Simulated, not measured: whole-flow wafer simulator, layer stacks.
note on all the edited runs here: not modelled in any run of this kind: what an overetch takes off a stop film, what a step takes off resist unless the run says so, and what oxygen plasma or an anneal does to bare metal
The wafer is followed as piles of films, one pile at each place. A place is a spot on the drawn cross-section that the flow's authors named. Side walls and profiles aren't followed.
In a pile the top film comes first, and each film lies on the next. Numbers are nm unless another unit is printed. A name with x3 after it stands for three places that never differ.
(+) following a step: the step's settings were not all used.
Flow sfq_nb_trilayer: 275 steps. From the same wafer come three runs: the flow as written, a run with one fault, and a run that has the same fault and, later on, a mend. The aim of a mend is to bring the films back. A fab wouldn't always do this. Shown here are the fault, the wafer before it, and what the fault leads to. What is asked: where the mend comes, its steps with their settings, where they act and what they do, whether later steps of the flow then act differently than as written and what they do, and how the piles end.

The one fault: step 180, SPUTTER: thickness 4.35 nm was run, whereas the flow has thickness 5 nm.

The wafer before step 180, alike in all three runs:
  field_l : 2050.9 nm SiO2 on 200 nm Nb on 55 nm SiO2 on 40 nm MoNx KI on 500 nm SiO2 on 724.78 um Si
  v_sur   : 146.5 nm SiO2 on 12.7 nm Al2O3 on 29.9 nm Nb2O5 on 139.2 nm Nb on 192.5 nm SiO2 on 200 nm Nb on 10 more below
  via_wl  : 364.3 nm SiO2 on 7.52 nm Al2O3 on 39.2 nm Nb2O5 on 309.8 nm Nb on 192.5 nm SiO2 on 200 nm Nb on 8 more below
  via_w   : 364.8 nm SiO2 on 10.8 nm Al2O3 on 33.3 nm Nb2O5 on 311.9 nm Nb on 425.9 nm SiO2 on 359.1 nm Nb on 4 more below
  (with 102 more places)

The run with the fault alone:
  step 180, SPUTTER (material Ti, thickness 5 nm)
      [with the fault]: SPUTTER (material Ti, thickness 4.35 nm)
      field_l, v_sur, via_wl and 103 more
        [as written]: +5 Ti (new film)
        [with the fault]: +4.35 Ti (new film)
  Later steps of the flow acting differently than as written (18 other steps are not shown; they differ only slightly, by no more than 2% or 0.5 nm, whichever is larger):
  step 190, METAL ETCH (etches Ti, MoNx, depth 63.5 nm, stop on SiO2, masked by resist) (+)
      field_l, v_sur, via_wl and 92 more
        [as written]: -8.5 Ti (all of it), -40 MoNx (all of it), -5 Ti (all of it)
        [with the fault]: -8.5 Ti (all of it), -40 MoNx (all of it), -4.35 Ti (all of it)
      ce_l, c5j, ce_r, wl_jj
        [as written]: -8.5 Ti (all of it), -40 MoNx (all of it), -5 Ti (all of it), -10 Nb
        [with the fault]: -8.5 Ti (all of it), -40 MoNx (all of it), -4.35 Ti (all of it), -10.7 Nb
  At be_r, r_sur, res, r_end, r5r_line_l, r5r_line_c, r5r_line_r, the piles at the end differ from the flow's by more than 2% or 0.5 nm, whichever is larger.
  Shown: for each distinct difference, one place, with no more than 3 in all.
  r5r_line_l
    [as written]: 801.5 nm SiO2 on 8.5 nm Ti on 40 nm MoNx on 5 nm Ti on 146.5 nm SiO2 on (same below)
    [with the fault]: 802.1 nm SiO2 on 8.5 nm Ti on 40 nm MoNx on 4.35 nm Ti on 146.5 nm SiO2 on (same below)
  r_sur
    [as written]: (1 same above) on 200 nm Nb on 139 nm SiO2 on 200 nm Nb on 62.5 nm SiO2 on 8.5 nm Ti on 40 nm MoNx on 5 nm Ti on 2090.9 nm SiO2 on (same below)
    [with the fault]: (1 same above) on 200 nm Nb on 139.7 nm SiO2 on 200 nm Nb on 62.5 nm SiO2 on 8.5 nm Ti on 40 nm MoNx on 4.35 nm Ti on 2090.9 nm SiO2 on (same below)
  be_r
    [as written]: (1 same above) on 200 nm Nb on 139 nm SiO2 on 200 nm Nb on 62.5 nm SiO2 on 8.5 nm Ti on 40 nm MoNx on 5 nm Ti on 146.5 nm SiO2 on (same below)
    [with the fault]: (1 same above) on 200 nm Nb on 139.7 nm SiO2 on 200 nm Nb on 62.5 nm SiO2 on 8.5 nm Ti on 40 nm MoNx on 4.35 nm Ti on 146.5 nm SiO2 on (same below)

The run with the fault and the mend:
  The mend follows step 180.
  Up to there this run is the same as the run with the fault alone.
  step 180a, SPUTTER (material Ti, thickness 0.65 nm) (a further turn of the flow's step 180, with different settings)
      field_l, v_sur, via_wl and 103 more
        +0.65 Ti
  None of the later steps of the flow acts differently than as written at any place that is followed.
  At every place that both follow, the piles at the end match the flow's.
